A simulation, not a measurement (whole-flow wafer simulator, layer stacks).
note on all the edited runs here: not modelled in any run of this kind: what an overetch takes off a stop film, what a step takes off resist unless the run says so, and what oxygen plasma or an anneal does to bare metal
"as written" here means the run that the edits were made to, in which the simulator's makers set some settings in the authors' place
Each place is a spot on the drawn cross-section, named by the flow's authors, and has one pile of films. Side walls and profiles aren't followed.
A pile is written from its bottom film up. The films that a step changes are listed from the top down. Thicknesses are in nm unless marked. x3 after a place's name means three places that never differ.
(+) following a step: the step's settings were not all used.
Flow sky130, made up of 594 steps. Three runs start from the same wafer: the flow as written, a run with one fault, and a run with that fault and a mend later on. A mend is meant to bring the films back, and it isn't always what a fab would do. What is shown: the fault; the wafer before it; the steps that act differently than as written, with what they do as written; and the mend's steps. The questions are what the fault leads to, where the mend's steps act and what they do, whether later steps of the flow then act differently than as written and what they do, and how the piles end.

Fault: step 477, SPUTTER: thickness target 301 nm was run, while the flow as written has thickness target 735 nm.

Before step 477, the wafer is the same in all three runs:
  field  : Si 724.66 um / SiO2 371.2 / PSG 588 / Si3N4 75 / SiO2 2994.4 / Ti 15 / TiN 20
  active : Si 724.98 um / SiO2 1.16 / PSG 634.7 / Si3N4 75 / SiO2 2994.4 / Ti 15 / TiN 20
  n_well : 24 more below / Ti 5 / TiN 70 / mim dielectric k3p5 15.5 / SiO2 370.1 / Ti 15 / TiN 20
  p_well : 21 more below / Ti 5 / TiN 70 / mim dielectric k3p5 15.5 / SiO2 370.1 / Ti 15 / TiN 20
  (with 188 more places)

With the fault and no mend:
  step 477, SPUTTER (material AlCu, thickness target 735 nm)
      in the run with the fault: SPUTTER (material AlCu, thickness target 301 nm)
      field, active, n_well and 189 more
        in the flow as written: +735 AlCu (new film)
        in the run with the fault: +301 AlCu (new film)
  Later steps of the flow acting differently than as written (4 other steps are not shown; they differ only slightly, by no more than 2% or 0.5 nm, whichever is larger):
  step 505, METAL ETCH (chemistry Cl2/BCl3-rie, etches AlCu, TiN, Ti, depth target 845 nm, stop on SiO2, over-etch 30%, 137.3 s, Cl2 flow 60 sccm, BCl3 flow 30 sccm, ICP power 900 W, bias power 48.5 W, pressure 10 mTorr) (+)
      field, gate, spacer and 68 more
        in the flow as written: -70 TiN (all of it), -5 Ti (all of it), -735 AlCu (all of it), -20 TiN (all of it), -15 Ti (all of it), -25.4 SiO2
        in the run with the fault: -70 TiN (all of it), -5 Ti (all of it), -301 AlCu (all of it), -20 TiN (all of it), -15 Ti (all of it), -68.8 SiO2
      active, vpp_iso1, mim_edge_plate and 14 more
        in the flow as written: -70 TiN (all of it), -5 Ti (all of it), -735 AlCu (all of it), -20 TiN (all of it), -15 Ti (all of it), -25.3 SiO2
        in the run with the fault: -70 TiN (all of it), -5 Ti (all of it), -301 AlCu (all of it), -20 TiN (all of it), -15 Ti (all of it), -68.8 SiO2
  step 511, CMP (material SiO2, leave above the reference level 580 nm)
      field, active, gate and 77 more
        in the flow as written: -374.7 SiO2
        in the run with the fault: -765.2 SiO2
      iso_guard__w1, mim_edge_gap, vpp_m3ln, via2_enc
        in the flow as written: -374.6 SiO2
        in the run with the fault: -765.3 SiO2
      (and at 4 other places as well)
  At field, active, n_well and 190 more, the piles at the end differ from the flow's by more than 2% or 0.5 nm, whichever is larger.
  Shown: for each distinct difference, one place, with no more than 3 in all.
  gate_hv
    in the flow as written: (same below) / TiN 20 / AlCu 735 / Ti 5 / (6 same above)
    in the run with the fault: (same below) / TiN 20 / AlCu 301 / Ti 5 / (6 same above)
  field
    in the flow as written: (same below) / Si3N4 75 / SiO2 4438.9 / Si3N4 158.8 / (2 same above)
    in the run with the fault: (same below) / Si3N4 75 / SiO2 4004.9 / Si3N4 158.8 / (2 same above)
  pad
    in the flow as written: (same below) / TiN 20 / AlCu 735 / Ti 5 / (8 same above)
    in the run with the fault: (same below) / TiN 20 / AlCu 301 / Ti 5 / (8 same above)

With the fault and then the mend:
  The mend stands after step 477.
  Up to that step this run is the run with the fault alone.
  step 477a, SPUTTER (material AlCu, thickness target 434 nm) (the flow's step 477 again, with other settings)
      field, active, n_well and 189 more
        +434 AlCu
  Later steps of the flow that are run all act as written at every place that is followed.
  By the end, the piles equal the flow's at every place that both follow.
